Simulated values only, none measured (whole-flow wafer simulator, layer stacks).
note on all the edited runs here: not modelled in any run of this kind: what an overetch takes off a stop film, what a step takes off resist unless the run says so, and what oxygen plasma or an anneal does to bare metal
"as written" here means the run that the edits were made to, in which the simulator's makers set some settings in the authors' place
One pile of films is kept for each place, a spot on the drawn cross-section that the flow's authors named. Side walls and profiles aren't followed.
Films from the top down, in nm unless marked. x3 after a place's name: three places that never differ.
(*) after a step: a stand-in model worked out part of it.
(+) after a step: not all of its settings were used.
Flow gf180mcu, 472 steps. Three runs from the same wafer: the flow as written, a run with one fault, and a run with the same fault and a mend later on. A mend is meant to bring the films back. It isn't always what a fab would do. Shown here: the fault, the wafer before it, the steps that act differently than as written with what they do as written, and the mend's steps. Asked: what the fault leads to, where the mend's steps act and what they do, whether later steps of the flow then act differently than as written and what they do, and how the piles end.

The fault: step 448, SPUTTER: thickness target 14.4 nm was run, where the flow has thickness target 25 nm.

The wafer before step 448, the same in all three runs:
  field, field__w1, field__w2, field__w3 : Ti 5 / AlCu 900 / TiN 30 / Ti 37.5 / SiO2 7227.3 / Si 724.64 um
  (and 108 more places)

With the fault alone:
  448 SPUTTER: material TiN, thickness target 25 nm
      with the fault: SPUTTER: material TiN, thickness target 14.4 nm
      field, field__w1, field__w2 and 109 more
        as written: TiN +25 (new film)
        with the fault: TiN +14.4 (new film)
  Later steps of the flow that act differently than as written (5 more steps differ only slightly, by at most 2% or 0.5 nm, whichever is larger, and aren't shown):
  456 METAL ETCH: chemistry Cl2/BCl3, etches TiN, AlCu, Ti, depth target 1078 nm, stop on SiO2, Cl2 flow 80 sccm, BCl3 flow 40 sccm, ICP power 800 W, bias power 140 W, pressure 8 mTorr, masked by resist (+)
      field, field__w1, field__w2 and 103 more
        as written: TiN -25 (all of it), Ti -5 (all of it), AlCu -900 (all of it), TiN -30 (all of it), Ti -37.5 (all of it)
        with the fault: TiN -14.4 (all of it), Ti -5 (all of it), AlCu -900 (all of it), TiN -30 (all of it), Ti -37.5 (all of it)
  At the end the piles differ from the flow's by more than 2% or 0.5 nm, whichever is larger, at field__w8, contact, m1, m1__w1, pad, m1_nw.
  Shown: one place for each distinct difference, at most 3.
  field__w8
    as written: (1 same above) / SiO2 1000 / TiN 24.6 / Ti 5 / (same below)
    with the fault: (1 same above) / SiO2 1000 / TiN 14 / Ti 5 / (same below)
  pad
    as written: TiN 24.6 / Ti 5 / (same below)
    with the fault: TiN 14 / Ti 5 / (same below)

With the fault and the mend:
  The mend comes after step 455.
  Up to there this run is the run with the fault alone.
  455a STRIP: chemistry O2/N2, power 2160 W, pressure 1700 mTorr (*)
      field__w8, contact, m1, m1__w1, pad, m1_nw
        resist -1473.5 (all of it)
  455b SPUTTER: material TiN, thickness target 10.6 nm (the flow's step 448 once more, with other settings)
      field, field__w1, field__w2 and 109 more
        TiN +10.6
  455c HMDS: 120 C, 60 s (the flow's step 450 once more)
      changes no film at any place that is followed
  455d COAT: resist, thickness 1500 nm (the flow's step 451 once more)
      field, field__w1, field__w2 and 109 more
        resist +1500 (new film)
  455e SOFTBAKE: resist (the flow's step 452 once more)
      changes no film at any place that is followed
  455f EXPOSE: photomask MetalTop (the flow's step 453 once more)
      changes no film at any place that is followed
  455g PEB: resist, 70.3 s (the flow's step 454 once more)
      field, field__w1, field__w2 and 109 more
        resist -26.5
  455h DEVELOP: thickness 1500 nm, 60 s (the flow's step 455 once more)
      field, field__w1, field__w2 and 103 more
        resist -1473.5 (all of it)
  No later step of the flow acts differently than as written at any place that is followed.
  At the end the piles are the same as the flow's at every place that both follow.
